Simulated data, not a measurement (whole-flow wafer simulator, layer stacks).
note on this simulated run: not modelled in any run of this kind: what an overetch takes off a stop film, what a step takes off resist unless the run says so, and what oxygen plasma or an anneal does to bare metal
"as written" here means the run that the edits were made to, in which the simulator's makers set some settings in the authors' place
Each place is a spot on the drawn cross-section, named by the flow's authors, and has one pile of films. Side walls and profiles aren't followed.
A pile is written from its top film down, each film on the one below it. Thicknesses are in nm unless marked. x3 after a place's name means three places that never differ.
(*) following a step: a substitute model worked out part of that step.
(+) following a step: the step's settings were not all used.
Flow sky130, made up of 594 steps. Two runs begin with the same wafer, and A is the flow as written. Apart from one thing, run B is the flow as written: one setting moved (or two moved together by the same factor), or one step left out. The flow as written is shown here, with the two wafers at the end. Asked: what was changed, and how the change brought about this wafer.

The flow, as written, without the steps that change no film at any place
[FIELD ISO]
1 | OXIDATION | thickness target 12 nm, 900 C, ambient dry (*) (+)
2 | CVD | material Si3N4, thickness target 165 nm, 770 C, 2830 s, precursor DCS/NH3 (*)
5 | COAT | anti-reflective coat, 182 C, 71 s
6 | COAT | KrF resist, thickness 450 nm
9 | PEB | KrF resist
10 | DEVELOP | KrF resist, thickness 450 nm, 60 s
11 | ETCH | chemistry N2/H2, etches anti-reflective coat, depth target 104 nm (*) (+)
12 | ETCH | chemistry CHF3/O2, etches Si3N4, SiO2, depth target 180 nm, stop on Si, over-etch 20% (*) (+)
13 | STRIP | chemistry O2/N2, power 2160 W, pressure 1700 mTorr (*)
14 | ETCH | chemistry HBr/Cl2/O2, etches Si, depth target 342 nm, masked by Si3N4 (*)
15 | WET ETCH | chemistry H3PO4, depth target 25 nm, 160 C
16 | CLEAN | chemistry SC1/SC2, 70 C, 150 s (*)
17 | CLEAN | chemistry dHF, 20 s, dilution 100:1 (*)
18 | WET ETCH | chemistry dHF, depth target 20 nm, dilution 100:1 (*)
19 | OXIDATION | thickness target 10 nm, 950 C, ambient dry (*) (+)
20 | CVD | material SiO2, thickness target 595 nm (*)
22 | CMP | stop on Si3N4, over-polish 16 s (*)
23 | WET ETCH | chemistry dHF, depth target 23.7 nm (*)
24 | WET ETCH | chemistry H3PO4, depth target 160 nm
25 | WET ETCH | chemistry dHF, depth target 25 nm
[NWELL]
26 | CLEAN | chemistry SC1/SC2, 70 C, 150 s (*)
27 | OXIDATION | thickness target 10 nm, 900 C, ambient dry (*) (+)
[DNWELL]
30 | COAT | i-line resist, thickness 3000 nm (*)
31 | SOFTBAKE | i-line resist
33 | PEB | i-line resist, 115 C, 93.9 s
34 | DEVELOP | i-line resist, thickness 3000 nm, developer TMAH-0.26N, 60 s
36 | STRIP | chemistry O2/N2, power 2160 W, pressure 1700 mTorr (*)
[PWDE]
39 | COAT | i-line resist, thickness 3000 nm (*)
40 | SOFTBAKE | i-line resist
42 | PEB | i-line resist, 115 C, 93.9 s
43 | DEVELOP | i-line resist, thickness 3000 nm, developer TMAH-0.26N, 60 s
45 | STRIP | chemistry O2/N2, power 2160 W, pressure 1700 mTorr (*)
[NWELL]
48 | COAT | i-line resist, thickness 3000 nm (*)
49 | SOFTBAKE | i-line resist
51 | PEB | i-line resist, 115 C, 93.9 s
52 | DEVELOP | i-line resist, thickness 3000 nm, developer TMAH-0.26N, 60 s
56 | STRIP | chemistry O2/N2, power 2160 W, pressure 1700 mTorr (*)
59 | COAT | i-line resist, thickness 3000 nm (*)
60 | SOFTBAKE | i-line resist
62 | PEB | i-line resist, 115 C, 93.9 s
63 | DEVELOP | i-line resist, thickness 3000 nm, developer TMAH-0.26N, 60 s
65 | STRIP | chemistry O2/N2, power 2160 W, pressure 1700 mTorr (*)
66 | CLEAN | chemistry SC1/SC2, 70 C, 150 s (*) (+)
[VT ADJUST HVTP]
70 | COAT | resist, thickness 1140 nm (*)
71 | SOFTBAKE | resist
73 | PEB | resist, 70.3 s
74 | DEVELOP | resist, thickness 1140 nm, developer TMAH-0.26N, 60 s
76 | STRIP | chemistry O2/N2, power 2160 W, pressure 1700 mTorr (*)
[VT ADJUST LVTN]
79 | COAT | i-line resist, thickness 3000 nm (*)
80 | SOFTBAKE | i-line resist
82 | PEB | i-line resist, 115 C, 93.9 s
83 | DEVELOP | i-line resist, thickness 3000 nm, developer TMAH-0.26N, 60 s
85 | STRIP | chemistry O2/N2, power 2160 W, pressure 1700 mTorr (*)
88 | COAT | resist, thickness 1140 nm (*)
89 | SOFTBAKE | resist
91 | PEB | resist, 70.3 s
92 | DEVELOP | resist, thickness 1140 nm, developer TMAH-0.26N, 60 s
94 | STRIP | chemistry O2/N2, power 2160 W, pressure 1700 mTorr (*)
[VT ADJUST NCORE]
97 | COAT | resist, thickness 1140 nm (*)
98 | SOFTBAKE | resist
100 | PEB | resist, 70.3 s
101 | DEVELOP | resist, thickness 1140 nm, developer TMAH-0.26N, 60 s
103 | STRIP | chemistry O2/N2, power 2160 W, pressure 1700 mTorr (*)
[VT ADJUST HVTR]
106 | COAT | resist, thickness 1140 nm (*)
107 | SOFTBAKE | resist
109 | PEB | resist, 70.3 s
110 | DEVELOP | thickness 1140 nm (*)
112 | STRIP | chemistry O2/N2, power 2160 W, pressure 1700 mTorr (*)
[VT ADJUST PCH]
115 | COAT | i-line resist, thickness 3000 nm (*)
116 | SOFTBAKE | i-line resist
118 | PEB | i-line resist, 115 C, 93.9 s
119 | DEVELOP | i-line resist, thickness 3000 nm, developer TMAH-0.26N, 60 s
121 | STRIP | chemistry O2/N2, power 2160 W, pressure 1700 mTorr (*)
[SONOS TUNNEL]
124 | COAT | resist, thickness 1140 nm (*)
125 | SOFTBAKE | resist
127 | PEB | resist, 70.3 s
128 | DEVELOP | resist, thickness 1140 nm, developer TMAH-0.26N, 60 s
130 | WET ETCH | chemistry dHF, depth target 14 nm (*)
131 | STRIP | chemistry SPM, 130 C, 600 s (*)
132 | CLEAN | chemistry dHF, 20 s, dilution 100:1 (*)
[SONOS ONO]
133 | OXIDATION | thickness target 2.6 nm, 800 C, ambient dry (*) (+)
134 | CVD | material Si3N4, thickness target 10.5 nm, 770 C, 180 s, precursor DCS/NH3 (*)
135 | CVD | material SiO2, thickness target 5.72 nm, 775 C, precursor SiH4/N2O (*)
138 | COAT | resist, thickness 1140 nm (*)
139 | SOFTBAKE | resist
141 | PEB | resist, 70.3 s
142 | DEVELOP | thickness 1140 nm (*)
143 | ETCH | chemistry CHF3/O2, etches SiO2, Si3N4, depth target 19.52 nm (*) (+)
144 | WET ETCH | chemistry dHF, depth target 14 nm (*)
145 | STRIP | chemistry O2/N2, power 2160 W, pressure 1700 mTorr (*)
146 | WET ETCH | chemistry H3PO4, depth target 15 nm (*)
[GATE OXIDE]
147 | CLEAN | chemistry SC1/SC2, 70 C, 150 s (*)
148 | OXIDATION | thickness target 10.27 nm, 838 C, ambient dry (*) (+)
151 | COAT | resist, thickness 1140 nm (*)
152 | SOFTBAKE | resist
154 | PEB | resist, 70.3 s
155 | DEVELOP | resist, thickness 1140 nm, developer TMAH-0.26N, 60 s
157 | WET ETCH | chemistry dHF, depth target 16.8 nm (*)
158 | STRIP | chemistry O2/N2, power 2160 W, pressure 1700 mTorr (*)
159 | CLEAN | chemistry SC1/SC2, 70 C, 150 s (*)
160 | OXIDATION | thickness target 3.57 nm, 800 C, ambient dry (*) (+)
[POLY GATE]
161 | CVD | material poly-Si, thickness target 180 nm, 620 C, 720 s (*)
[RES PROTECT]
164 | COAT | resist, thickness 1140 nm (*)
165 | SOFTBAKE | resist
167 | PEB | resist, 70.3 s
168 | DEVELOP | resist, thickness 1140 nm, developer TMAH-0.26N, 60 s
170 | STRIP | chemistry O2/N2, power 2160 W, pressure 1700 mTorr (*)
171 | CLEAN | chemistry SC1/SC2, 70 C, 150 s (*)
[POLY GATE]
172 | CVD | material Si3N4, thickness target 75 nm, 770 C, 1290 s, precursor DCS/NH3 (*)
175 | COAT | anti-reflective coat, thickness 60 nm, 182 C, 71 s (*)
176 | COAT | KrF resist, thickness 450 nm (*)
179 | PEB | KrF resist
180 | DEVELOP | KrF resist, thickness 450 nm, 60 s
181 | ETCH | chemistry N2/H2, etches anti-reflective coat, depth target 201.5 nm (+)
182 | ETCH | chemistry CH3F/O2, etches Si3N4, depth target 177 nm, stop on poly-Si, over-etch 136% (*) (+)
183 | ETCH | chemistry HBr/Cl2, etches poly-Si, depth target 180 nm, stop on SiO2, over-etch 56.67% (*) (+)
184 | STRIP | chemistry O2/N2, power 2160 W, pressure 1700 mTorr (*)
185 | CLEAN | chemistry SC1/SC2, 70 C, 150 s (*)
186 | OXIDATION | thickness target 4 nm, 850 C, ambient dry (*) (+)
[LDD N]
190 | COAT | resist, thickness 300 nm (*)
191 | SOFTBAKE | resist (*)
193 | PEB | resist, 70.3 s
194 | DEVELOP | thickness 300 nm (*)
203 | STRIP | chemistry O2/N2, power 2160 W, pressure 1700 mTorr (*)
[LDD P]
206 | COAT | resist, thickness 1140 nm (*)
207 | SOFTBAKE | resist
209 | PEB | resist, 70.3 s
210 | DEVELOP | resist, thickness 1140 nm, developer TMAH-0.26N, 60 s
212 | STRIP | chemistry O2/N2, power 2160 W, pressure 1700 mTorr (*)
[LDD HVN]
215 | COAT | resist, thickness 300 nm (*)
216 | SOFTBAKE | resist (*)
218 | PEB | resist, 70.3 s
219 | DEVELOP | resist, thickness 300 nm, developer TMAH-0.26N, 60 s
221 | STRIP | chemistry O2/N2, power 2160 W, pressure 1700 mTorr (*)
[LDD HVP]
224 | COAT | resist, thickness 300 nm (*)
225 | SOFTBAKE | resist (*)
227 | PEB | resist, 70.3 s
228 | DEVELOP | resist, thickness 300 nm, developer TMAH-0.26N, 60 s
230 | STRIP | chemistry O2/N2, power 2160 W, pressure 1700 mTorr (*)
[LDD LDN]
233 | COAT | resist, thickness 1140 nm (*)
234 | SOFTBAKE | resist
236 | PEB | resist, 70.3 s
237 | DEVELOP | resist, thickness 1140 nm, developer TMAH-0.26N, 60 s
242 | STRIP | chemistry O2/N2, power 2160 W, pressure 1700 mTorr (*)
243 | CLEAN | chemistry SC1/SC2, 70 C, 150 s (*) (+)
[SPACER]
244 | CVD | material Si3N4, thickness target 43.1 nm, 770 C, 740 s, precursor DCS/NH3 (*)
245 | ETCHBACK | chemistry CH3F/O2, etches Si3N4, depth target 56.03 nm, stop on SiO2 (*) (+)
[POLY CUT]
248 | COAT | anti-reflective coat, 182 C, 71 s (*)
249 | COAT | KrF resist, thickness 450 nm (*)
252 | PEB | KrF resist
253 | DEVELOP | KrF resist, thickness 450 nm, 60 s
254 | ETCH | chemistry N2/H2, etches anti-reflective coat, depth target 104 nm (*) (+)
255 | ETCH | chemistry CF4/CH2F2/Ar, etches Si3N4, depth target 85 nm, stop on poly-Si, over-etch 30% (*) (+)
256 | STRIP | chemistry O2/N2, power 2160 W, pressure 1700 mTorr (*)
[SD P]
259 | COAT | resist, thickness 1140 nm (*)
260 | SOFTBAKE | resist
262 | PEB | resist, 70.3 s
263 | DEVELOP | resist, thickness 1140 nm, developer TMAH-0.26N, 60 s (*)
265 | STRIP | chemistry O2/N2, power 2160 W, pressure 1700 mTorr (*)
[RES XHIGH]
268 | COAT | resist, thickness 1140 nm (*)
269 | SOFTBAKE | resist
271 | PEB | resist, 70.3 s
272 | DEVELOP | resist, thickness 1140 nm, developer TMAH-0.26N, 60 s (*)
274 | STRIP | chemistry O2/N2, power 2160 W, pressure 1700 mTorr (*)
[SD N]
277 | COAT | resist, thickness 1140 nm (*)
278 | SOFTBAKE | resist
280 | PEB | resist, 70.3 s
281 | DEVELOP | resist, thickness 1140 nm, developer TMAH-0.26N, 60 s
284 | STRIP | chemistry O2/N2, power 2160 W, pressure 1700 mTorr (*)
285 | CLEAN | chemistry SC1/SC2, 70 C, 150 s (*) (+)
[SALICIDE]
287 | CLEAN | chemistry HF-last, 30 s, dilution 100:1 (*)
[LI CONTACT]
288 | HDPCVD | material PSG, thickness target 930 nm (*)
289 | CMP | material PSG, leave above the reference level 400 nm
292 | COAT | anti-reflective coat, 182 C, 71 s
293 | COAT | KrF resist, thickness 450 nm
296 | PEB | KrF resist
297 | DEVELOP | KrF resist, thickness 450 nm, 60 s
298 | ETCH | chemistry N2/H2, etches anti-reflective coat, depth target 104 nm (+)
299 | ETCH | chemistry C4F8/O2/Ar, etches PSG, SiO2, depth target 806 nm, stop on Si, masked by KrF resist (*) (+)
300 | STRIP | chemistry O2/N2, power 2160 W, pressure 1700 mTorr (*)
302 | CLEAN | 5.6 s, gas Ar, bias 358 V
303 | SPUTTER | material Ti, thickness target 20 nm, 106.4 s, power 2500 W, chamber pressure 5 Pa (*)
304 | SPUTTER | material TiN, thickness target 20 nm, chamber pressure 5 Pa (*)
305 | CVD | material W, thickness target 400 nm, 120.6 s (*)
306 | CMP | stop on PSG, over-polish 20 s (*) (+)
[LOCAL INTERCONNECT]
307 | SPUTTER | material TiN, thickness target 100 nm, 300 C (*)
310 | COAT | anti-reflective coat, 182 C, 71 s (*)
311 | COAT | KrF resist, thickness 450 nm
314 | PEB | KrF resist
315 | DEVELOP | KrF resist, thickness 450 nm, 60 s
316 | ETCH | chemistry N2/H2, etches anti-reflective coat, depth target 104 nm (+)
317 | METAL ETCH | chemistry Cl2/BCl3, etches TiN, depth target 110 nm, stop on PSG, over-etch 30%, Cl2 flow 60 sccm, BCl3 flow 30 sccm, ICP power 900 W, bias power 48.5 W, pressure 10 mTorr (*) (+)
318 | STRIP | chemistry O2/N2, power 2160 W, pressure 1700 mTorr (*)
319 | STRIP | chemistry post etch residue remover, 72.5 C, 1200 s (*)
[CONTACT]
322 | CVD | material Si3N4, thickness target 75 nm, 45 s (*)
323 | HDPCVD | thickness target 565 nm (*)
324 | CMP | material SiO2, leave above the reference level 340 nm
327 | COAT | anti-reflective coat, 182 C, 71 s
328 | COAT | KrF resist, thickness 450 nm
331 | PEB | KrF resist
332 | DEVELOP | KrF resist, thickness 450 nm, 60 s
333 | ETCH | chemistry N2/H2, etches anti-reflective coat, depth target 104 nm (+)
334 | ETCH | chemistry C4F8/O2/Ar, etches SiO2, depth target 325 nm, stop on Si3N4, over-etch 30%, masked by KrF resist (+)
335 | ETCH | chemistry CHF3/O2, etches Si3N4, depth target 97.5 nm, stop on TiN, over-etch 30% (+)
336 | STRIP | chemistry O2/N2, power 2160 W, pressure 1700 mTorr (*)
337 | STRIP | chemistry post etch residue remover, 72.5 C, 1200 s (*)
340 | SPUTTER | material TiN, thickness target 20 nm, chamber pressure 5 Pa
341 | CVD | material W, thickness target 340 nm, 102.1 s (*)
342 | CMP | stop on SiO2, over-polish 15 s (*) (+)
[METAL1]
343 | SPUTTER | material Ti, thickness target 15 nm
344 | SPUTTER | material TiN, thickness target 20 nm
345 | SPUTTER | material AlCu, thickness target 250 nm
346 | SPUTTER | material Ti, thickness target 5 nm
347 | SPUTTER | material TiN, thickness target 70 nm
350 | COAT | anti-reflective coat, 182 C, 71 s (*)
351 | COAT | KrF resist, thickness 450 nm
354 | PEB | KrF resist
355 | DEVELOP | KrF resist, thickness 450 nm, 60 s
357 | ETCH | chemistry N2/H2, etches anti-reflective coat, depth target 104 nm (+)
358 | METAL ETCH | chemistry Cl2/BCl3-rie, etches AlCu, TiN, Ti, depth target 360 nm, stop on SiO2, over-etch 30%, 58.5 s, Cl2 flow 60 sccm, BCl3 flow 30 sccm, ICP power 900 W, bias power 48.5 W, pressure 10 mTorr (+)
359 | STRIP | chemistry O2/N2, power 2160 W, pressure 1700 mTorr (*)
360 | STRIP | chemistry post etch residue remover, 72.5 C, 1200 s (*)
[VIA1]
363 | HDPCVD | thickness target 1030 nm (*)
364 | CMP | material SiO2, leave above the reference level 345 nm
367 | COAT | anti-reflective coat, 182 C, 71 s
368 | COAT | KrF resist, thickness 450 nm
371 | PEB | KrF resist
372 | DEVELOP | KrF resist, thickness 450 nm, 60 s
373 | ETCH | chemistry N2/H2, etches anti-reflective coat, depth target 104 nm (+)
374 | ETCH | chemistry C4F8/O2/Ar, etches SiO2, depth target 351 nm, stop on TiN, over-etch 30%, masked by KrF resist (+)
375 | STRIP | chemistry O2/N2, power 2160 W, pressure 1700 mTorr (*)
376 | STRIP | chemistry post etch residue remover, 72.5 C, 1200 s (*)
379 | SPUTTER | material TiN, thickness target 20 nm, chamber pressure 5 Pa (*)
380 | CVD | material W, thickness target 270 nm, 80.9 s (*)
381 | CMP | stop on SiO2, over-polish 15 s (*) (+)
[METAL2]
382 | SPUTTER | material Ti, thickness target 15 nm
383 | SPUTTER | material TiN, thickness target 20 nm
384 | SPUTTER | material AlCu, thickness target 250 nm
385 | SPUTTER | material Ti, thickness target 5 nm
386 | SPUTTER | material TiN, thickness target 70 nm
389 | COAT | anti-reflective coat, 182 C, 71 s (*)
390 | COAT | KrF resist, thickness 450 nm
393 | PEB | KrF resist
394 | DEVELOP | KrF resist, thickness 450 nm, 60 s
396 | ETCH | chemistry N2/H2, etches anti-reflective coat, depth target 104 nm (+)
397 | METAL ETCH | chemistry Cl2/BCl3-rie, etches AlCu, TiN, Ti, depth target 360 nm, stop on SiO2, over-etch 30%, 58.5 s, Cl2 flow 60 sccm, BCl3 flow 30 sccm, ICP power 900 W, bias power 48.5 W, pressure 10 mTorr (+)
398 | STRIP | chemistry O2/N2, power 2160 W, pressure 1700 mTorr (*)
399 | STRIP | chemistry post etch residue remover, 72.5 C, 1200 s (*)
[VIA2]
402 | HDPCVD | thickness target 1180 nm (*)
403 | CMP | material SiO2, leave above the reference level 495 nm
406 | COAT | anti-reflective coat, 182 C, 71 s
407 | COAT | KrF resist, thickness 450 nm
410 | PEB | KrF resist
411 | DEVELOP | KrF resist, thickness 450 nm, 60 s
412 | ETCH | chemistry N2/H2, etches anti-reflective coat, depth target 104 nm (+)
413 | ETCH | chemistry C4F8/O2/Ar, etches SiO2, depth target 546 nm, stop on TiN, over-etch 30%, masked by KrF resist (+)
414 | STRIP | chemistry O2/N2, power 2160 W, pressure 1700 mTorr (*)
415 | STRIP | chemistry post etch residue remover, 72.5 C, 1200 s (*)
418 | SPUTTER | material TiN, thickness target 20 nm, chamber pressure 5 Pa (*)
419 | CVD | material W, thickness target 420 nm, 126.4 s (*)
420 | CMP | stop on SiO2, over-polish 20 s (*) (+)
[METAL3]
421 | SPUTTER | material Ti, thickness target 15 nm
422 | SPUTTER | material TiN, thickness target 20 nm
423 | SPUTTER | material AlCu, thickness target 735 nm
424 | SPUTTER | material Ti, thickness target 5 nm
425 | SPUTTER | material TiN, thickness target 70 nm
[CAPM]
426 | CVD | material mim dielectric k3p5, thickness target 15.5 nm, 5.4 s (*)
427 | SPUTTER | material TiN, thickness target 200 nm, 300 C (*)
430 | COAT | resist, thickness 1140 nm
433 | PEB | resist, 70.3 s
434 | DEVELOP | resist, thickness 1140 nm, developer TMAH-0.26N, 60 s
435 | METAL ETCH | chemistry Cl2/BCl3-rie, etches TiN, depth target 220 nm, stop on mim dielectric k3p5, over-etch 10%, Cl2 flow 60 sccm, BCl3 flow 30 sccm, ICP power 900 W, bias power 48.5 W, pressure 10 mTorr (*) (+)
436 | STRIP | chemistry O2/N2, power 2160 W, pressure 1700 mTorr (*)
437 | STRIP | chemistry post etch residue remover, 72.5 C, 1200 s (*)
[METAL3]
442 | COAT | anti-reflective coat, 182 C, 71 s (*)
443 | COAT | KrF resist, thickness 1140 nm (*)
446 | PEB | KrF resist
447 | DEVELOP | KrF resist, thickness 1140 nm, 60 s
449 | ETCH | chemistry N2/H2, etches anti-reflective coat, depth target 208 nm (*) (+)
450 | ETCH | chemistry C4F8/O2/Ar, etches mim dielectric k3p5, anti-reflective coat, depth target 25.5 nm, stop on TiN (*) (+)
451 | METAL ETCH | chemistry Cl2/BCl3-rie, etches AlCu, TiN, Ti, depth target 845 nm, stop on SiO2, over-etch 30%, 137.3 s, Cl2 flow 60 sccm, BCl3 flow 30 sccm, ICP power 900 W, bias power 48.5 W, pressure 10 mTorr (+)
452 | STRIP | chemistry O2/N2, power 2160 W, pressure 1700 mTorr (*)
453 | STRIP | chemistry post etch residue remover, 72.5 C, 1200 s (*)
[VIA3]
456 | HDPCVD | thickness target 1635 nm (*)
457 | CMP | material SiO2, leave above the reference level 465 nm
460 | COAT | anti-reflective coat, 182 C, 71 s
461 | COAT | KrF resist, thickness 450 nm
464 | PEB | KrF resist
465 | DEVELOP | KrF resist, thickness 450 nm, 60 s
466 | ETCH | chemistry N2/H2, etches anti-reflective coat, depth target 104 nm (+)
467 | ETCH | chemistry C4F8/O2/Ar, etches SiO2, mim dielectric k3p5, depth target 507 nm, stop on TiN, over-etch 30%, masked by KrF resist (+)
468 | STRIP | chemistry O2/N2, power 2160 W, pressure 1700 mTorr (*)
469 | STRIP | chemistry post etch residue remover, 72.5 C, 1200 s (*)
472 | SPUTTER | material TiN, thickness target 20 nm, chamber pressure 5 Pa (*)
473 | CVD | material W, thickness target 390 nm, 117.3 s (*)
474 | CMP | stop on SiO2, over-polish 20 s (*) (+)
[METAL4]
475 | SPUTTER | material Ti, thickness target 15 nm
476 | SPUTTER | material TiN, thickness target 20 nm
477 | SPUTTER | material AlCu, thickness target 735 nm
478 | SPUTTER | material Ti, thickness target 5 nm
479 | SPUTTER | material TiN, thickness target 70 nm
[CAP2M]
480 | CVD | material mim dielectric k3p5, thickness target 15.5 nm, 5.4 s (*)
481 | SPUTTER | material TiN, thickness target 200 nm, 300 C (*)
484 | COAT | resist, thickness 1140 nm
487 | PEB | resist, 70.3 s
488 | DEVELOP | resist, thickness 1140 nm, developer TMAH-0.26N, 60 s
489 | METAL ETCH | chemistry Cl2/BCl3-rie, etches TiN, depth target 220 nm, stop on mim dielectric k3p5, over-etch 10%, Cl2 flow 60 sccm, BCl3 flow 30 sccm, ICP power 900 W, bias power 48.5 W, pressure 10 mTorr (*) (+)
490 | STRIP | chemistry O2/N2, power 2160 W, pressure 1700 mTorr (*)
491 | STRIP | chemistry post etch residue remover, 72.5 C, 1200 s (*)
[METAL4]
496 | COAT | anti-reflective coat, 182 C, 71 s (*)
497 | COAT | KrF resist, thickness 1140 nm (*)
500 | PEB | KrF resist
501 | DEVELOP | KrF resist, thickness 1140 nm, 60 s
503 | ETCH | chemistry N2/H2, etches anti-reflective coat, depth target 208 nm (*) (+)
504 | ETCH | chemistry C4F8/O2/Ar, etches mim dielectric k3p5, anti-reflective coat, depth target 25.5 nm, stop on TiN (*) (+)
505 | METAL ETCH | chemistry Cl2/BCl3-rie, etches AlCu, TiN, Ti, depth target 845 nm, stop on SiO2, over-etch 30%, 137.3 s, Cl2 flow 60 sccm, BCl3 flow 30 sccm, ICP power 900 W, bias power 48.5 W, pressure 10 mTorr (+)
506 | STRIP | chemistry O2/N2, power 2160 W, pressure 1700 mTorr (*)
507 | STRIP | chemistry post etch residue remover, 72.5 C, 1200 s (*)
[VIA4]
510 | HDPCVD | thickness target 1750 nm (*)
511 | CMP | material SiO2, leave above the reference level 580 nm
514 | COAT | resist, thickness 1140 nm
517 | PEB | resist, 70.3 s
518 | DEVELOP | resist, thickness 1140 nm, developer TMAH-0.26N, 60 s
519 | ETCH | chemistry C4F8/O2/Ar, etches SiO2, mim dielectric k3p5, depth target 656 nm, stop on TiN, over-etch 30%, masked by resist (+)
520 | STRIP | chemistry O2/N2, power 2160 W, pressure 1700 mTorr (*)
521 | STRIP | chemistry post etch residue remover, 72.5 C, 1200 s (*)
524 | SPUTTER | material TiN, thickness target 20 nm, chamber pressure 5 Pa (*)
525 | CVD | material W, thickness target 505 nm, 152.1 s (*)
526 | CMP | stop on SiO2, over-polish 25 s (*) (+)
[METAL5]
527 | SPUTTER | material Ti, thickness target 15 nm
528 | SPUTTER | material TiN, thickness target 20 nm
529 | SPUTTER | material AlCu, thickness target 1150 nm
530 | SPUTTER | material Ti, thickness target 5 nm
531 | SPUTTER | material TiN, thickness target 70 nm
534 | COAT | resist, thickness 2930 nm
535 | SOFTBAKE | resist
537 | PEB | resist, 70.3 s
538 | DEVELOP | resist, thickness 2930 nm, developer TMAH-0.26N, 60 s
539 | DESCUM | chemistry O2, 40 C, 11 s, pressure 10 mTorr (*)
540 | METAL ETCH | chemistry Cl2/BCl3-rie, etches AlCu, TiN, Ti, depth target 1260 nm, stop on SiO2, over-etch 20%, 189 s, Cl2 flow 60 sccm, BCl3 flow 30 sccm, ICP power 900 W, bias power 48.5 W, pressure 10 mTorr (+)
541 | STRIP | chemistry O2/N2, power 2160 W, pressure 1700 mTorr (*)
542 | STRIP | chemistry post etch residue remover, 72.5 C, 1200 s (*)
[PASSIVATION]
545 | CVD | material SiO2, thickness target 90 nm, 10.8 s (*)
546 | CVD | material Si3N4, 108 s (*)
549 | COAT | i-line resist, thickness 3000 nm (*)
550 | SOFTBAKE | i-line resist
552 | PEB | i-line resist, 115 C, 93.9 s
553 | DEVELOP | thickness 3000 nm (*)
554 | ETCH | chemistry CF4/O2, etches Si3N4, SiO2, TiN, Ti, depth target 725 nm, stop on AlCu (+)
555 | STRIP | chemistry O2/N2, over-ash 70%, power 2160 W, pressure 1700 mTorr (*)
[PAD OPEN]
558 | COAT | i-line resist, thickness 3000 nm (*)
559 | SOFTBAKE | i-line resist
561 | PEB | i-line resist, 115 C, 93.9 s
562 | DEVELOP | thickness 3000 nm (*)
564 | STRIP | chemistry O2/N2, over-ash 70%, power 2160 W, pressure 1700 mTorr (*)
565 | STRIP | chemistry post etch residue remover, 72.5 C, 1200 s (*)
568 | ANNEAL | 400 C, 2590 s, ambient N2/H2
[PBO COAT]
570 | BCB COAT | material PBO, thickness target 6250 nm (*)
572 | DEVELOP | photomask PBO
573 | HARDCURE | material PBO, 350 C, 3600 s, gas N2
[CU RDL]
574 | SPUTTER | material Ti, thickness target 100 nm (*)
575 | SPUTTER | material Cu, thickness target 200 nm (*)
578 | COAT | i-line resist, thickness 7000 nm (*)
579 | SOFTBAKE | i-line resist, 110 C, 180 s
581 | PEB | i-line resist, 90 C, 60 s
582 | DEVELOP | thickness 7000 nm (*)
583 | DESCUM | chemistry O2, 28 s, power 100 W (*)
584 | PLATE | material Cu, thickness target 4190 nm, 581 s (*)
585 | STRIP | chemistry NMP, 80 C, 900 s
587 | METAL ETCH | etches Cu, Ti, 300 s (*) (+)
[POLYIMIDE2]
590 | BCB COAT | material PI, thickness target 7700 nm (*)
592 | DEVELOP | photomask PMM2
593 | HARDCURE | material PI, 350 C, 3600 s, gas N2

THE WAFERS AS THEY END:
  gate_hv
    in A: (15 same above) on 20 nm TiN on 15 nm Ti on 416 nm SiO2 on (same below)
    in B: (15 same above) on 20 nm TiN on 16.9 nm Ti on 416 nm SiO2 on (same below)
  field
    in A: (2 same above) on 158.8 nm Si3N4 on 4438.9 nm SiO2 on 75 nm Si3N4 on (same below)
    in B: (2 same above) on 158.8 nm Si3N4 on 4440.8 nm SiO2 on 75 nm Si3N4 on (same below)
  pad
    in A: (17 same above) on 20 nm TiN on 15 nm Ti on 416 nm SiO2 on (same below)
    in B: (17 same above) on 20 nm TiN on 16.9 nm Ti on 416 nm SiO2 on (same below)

The reason: step 421, SPUTTER: thickness target 16.9 nm was run, whereas the flow has thickness target 15 nm.
The wafer lets one read it off: gate_hv has Ti 16.9, and step 421 as written asks for 15 nm.

The path from the change to this, step by step:
  421 | SPUTTER | material Ti, thickness target 15 nm
      field, active, n_well and 188 more: A Ti gains 15 (new film) | B Ti gains 16.9 (new film)
  451 | METAL ETCH | chemistry Cl2/BCl3-rie, etches AlCu, TiN, Ti, depth target 845 nm, stop on SiO2, over-etch 30%, 137.3 s, Cl2 flow 60 sccm, BCl3 flow 30 sccm, ICP power 900 W, bias power 48.5 W, pressure 10 mTorr (+)
      field, gate, spacer and 68 more: A TiN loses 70 (all of it), Ti loses 5 (all of it), AlCu loses 735 (all of it), TiN loses 20 (all of it), Ti loses 15 (all of it), SiO2 loses 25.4 | B TiN loses 70 (all of it), Ti loses 5 (all of it), AlCu loses 735 (all of it), TiN loses 20 (all of it), Ti loses 16.9 (all of it), SiO2 loses 25.2
      active, vpp_ln, vpp_iso2 and 11 more: A TiN loses 70 (all of it), Ti loses 5 (all of it), AlCu loses 735 (all of it), TiN loses 20 (all of it), Ti loses 15 (all of it), SiO2 loses 25.3 | B TiN loses 70 (all of it), Ti loses 5 (all of it), AlCu loses 735 (all of it), TiN loses 20 (all of it), Ti loses 16.9 (all of it), SiO2 loses 25.2
